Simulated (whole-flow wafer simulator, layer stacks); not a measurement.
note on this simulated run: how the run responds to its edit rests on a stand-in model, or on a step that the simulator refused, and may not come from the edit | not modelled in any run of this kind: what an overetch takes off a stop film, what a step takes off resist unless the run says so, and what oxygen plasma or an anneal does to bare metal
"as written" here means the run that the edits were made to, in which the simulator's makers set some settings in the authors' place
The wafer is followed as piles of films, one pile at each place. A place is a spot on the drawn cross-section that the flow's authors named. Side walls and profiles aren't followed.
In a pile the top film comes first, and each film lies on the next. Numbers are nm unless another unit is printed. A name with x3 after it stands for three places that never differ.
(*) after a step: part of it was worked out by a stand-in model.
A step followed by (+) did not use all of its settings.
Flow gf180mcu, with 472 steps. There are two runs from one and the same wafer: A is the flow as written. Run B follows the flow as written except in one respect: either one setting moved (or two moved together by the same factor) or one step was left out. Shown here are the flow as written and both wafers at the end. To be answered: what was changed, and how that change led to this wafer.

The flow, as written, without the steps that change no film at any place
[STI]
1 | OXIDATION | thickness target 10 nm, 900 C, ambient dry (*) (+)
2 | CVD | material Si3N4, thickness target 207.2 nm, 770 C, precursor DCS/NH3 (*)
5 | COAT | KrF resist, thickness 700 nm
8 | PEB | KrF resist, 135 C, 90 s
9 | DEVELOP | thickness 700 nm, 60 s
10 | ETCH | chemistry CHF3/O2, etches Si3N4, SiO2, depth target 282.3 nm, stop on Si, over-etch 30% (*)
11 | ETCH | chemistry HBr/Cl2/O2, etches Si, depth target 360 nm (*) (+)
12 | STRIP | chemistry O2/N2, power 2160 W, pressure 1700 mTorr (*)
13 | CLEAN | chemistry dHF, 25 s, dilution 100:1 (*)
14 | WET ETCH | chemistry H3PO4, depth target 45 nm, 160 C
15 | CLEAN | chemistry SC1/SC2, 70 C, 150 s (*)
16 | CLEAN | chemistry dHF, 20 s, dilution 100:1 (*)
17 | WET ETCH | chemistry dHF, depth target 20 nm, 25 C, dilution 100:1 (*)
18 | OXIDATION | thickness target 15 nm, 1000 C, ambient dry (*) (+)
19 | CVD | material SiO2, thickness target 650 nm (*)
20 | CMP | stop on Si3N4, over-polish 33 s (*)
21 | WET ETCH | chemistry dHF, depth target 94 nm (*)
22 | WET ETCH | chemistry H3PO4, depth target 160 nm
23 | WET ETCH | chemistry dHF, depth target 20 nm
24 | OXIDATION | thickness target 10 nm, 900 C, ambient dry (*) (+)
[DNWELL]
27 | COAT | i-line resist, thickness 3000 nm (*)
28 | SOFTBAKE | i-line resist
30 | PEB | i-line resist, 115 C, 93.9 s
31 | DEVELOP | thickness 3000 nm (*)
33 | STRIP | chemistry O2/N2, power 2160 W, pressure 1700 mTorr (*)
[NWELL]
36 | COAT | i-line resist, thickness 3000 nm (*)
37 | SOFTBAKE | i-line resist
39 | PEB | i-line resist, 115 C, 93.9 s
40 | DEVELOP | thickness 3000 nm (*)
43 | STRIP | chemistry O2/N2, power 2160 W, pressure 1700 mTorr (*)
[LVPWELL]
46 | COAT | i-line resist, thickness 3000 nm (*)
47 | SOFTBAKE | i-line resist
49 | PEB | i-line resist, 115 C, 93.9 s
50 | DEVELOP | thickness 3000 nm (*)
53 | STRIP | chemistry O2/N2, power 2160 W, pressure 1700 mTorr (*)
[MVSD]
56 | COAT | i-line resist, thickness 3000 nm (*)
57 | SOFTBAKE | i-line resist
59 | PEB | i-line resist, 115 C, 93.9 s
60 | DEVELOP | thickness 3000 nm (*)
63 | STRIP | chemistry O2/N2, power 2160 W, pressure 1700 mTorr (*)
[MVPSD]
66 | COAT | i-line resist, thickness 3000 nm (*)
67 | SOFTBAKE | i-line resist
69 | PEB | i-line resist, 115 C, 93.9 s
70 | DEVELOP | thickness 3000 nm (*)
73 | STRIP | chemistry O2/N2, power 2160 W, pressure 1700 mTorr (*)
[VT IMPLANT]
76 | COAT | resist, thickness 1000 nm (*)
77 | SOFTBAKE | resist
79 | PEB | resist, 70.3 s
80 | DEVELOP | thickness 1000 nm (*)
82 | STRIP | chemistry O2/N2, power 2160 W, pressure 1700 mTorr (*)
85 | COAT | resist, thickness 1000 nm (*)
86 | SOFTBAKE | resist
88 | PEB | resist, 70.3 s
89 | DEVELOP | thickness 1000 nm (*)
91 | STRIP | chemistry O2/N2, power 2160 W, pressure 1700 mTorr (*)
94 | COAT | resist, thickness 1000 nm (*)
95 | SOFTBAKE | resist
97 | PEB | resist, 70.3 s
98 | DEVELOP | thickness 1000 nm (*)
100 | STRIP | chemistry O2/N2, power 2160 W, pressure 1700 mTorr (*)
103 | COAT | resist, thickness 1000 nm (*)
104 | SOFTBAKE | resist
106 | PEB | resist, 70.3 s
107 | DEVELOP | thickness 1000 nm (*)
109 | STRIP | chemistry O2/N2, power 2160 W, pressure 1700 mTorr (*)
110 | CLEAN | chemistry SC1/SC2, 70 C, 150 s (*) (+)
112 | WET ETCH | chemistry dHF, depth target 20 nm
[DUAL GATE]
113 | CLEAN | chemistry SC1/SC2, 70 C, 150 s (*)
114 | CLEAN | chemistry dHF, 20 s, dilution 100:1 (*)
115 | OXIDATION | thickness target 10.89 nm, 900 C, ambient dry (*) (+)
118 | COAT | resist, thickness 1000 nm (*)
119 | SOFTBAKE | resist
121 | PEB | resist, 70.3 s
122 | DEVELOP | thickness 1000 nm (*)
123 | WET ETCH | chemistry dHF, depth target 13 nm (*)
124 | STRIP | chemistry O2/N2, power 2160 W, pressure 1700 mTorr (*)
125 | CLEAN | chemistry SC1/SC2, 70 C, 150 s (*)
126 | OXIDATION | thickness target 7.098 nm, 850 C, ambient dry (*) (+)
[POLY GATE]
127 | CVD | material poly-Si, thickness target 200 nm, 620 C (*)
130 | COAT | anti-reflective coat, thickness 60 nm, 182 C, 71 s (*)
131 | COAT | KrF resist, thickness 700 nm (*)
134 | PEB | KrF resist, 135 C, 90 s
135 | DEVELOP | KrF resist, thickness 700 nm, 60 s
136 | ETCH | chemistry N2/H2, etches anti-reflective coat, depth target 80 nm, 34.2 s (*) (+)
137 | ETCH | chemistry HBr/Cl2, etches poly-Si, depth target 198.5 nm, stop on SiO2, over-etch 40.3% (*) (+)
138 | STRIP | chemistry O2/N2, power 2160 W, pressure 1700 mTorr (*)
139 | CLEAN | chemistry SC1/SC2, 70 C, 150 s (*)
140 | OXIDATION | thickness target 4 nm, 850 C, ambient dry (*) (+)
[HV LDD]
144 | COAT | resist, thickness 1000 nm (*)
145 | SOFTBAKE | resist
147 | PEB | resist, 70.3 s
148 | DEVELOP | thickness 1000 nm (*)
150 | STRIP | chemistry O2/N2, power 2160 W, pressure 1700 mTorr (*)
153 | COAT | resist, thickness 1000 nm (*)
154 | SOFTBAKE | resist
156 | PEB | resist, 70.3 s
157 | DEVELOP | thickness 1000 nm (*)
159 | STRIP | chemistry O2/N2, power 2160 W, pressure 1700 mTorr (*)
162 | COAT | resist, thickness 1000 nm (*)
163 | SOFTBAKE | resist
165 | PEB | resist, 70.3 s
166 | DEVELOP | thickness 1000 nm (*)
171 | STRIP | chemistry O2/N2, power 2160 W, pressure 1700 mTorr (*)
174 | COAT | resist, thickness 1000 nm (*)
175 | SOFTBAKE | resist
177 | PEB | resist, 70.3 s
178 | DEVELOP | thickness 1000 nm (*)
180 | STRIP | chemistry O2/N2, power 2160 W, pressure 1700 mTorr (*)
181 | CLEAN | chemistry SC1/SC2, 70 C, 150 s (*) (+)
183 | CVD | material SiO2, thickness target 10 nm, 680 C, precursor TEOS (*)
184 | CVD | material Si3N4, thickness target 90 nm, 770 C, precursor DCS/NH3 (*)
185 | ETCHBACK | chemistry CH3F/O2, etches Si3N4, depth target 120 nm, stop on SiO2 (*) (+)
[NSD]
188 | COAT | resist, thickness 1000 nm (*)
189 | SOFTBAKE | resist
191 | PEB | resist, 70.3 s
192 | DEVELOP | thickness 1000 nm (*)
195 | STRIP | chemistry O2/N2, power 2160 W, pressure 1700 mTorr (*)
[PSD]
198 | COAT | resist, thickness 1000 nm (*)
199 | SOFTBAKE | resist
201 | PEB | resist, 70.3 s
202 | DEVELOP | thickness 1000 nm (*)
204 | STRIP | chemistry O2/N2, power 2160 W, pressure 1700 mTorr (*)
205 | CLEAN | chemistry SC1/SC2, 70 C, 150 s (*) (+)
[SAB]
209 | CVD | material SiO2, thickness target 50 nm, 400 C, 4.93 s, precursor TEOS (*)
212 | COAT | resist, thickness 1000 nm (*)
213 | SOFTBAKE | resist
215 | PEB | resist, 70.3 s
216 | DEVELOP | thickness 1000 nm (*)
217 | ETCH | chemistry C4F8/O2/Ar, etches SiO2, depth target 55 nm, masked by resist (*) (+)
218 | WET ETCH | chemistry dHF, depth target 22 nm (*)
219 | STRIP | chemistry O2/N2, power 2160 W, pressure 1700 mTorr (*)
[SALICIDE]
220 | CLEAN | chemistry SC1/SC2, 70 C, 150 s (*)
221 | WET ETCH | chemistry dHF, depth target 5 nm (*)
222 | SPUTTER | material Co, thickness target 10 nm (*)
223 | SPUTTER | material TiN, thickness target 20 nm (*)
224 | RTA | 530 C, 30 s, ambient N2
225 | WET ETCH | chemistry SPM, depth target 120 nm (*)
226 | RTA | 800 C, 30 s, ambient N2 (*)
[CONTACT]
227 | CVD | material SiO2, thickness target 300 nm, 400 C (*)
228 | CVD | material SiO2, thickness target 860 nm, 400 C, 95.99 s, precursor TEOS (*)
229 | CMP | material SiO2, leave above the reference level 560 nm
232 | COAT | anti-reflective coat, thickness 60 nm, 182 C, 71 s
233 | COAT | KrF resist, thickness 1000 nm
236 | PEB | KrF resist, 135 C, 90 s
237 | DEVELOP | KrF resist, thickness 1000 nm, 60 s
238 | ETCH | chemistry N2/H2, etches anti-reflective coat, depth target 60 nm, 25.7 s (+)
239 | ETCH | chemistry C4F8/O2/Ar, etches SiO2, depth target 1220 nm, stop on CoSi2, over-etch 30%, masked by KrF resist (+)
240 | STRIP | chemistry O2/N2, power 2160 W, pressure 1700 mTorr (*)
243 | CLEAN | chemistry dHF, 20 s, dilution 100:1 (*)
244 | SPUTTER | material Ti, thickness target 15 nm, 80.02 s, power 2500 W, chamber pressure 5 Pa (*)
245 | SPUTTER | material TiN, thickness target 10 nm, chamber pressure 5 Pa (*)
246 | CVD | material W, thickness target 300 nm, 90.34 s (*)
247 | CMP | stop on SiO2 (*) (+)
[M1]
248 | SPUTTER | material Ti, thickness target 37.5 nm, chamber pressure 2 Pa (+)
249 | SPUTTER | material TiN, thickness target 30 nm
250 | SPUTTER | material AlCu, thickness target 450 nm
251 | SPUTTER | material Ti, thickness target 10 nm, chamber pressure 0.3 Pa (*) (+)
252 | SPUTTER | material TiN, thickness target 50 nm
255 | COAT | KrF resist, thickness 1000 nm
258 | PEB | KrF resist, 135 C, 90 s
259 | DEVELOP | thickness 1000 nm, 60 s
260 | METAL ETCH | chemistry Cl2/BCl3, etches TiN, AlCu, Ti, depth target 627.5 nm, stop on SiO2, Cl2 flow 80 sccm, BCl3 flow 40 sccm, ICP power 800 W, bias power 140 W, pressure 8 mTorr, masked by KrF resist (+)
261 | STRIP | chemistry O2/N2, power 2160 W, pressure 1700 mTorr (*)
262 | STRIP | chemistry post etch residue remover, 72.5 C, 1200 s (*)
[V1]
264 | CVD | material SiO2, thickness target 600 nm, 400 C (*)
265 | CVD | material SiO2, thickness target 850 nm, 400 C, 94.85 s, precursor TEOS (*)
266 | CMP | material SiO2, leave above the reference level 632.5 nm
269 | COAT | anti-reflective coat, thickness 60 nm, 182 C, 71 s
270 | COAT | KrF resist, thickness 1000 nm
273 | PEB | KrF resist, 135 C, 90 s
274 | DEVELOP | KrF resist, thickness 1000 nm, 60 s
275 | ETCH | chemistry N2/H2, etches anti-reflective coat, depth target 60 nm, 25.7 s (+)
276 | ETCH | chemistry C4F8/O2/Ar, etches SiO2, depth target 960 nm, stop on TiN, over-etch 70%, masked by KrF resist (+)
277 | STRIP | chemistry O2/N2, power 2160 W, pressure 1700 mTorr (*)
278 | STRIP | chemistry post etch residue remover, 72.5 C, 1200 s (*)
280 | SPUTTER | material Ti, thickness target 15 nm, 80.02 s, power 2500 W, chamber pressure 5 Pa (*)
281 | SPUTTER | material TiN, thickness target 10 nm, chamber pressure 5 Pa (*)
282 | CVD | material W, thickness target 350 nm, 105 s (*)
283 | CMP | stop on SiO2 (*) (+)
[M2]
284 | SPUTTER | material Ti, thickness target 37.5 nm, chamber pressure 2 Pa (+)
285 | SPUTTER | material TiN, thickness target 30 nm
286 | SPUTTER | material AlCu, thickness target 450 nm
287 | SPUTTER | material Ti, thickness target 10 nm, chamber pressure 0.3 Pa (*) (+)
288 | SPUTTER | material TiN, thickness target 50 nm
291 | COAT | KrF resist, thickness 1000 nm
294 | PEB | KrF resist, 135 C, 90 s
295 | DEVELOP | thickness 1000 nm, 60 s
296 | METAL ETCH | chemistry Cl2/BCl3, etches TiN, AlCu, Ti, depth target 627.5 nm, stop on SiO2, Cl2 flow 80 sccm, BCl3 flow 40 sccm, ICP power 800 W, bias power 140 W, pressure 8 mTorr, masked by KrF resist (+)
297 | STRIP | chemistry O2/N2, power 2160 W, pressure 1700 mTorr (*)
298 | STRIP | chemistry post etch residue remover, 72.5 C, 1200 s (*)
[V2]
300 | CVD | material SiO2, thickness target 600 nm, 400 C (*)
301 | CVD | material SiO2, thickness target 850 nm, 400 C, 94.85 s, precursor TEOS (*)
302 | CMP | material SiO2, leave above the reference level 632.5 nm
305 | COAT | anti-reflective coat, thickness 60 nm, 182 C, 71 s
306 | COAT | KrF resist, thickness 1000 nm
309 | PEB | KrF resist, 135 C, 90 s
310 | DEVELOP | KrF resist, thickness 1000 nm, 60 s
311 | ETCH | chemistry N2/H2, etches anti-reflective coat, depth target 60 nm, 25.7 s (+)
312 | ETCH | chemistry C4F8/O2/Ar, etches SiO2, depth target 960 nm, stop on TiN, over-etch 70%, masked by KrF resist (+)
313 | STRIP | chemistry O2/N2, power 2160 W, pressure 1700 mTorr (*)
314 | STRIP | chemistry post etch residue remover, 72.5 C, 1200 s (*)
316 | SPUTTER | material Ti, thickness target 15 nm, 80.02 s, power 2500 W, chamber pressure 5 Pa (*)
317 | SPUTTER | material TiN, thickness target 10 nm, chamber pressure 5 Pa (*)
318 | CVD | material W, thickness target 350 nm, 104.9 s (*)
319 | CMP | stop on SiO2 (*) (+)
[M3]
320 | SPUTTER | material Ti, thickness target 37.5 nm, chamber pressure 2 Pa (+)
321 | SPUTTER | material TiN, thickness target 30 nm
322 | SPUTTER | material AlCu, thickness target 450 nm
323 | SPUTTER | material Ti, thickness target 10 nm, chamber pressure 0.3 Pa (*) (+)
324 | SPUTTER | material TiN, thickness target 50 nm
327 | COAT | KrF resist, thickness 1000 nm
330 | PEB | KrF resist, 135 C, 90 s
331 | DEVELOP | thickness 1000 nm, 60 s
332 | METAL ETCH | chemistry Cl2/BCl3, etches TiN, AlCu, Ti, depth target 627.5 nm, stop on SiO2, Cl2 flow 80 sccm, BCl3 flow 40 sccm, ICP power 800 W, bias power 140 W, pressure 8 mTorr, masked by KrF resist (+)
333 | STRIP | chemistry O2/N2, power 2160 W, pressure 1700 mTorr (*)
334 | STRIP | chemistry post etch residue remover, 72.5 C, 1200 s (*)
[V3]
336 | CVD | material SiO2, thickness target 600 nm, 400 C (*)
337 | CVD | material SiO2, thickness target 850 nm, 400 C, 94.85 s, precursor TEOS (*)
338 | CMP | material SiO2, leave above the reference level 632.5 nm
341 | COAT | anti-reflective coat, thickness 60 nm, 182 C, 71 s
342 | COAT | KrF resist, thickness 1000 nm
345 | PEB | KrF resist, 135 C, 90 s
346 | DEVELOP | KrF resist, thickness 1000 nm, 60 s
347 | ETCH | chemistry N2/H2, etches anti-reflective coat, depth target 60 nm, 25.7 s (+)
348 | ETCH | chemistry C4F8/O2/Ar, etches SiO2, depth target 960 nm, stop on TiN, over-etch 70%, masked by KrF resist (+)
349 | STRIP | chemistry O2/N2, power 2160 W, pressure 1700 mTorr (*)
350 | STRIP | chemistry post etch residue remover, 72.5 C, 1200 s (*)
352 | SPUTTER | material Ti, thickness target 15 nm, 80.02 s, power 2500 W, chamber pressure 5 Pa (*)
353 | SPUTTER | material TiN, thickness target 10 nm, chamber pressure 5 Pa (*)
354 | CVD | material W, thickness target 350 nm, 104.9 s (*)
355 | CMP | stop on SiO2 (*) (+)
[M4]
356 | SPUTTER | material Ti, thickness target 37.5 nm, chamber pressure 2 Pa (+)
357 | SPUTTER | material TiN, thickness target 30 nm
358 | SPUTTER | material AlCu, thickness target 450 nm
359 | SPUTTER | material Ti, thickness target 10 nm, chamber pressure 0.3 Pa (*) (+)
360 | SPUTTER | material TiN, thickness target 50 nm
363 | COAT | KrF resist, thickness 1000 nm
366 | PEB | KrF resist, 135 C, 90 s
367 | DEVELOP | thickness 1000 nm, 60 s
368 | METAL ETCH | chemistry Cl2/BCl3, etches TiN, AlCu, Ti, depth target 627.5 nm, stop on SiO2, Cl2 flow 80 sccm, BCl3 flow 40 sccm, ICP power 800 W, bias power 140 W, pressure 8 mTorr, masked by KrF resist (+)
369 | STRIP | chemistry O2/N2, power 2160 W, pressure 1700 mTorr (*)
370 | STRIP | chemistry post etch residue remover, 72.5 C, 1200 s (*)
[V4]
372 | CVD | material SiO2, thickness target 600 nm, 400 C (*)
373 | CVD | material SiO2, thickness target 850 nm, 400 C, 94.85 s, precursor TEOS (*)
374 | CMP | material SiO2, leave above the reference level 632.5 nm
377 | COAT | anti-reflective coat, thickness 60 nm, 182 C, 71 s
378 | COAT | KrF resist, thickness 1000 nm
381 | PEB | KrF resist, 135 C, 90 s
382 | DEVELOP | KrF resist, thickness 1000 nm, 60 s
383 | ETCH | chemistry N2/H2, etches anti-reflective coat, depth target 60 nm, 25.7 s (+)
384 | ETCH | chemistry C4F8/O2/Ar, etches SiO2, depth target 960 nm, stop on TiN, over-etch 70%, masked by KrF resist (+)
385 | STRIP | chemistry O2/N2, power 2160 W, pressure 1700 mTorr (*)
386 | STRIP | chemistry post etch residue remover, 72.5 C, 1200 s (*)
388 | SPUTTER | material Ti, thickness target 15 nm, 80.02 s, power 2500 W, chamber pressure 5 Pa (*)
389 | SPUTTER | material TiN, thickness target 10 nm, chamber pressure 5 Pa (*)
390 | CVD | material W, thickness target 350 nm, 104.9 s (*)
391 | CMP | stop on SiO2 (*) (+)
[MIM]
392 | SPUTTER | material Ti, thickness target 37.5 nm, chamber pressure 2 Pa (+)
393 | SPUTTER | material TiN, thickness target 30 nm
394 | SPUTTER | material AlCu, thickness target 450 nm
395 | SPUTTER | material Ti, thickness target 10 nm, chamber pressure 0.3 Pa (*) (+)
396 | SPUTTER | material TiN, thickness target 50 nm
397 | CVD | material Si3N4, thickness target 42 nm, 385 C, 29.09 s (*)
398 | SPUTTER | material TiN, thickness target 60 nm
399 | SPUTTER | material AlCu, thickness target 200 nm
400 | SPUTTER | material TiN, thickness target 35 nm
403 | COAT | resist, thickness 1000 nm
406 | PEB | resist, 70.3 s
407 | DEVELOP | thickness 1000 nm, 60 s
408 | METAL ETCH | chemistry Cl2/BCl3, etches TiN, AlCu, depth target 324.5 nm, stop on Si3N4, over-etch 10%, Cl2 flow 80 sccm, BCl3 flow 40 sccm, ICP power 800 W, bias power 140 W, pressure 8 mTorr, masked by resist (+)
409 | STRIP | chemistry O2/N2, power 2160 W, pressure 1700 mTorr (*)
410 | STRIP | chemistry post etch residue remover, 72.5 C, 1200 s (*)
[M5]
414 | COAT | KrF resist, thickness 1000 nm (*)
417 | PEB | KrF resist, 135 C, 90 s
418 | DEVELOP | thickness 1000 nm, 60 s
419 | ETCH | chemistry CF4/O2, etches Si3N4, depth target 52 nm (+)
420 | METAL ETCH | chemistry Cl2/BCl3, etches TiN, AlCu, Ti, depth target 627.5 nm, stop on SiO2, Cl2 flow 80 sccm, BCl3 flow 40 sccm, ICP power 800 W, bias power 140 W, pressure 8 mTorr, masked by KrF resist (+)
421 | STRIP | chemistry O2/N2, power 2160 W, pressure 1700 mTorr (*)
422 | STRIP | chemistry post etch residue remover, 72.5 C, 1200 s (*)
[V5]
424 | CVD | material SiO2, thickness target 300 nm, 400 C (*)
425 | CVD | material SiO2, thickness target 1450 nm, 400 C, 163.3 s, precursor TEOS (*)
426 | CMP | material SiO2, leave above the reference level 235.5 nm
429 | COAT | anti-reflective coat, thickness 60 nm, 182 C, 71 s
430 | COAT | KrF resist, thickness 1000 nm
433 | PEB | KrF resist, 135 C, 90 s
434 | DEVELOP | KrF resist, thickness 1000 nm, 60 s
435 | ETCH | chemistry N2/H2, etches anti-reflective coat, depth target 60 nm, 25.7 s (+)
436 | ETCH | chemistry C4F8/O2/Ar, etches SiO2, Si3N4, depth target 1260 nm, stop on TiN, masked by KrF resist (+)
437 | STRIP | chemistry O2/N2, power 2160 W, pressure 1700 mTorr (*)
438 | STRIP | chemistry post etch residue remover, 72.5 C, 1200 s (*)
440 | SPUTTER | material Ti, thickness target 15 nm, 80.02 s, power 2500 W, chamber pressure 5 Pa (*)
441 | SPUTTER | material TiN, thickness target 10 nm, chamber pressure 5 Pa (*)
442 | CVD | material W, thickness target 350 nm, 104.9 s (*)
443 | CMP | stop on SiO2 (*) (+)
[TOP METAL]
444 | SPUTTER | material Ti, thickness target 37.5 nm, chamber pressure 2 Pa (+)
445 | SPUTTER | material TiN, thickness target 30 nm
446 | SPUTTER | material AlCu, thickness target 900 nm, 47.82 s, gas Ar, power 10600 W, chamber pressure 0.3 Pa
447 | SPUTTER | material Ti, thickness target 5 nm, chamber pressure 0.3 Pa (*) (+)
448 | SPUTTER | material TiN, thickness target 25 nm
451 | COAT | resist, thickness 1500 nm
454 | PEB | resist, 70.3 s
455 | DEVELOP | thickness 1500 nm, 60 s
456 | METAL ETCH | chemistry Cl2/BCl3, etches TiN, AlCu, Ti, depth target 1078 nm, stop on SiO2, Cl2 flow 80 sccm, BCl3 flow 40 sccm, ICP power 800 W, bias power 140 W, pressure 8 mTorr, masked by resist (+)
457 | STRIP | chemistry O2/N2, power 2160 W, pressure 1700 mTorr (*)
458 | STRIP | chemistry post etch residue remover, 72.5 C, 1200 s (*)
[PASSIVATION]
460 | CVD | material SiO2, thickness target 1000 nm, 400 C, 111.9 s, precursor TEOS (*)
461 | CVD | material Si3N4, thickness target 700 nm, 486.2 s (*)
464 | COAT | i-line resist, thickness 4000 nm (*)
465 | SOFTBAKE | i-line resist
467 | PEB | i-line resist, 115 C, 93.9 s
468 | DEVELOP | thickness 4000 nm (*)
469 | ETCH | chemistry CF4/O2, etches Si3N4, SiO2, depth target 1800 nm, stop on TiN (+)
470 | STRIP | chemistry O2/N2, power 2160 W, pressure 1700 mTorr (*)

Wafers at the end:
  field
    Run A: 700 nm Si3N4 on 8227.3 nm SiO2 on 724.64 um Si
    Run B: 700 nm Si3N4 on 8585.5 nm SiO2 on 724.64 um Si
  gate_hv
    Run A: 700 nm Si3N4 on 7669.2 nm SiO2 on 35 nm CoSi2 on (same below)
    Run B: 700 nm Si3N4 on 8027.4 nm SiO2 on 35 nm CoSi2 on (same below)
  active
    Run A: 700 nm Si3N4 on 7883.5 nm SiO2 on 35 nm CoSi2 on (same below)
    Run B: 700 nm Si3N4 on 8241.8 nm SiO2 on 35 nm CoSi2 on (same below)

Cause: step 302, CMP: leave above the reference level 993 nm was run, while the flow as written has leave above the reference level 632.5 nm.

The path from the change to this, step by step:
  302 | CMP | material SiO2, leave above the reference level 632.5 nm
      field, field__w1, field__w2 and 103 more: A -300 SiO2 | B nothing
      field__w8, contact, m1, m1__w1, m1_nw: A -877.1 SiO2 | B -516.6 SiO2
  305 | COAT | anti-reflective coat, thickness 60 nm, 182 C, 71 s
      field: A +60 anti-reflective coat (new film) | B +84.2 anti-reflective coat (new film)
      field__w8: A +60 anti-reflective coat (new film) | B +27.7 anti-reflective coat (new film)
      (as well as at 11 more places)
  306 | COAT | KrF resist, thickness 1000 nm
      contact: A +1000 KrF resist (new film) | B +978 KrF resist (new film)
      m1: A +1000 KrF resist (new film) | B +975.6 KrF resist (new film)
      (as well as at 3 more places)
  310 | DEVELOP | KrF resist, thickness 1000 nm, 60 s
      contact: A -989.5 KrF resist (all of it) | B -967.7 KrF resist (all of it)
  311 | ETCH | chemistry N2/H2, etches anti-reflective coat, depth target 60 nm, 25.7 s (+)
      contact: A -60 anti-reflective coat (all of it), -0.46 SiO2 | B -31.2 anti-reflective coat (all of it), -1.2 SiO2
  312 | ETCH | chemistry C4F8/O2/Ar, etches SiO2, depth target 960 nm, stop on TiN, over-etch 70%, masked by KrF resist (+)
      contact: A -572.5 SiO2 (all of it) | B -932.2 SiO2 (all of it)
  313 | STRIP | chemistry O2/N2, power 2160 W, pressure 1700 mTorr (*)
      field: A -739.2 KrF resist (all of it), -60 anti-reflective coat (all of it) | B -727.9 KrF resist (all of it), -84.2 anti-reflective coat (all of it)
      field__w8: A -739.2 KrF resist (all of it), -60 anti-reflective coat (all of it) | B -732.6 KrF resist (all of it), -27.7 anti-reflective coat (all of it)
      (as well as at 12 more places)
  316 | SPUTTER | material Ti, thickness target 15 nm, 80.02 s, power 2500 W, chamber pressure 5 Pa (*)
      contact: A +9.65 Ti (new film) | B +8.11 Ti (new film)
  317 | SPUTTER | material TiN, thickness target 10 nm, chamber pressure 5 Pa (*)
      contact: A +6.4 TiN (new film) | B +5.38 TiN (new film)
  318 | CVD | material W, thickness target 350 nm, 104.9 s (*)
      contact: A +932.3 W (new film) | B +1234.8 W (new film)
  319 | CMP | stop on SiO2 (*) (+)
      field__w8, m1, m1__w1, m1_nw: A -350 W (all of it), -10 TiN (all of it), -15 Ti (all of it), -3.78 SiO2 | B -350 W (all of it), -10 TiN (all of it), -15 Ti (all of it), -6.05 SiO2
  327 | COAT | KrF resist, thickness 1000 nm
      field__w8: A +1000 KrF resist (new film) | B +952.8 KrF resist (new film)
      m1: A +1000 KrF resist (new film) | B +951.8 KrF resist (new film)
      (as well as at 2 more places)
  333 | STRIP | chemistry O2/N2, power 2160 W, pressure 1700 mTorr (*)
      field__w8: A -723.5 KrF resist (all of it) | B -676.8 KrF resist (all of it)
      m1: A -723.5 KrF resist (all of it) | B -675.8 KrF resist (all of it)
      (as well as at 2 more places)
  338 | CMP | material SiO2, leave above the reference level 632.5 nm
      field, field__w1, field__w2 and 103 more: A -300 SiO2 | B -241.7 SiO2
      contact: A -877.1 SiO2 | B -818.8 SiO2
  348 | ETCH | chemistry C4F8/O2/Ar, etches SiO2, depth target 960 nm, stop on TiN, over-etch 70%, masked by KrF resist (+)
      contact: A -572.5 SiO2 (all of it) | B -630.7 SiO2 (all of it)
  354 | CVD | material W, thickness target 350 nm, 104.9 s (*)
      contact: A +932.3 W (new film) | B +990.9 W (new film)
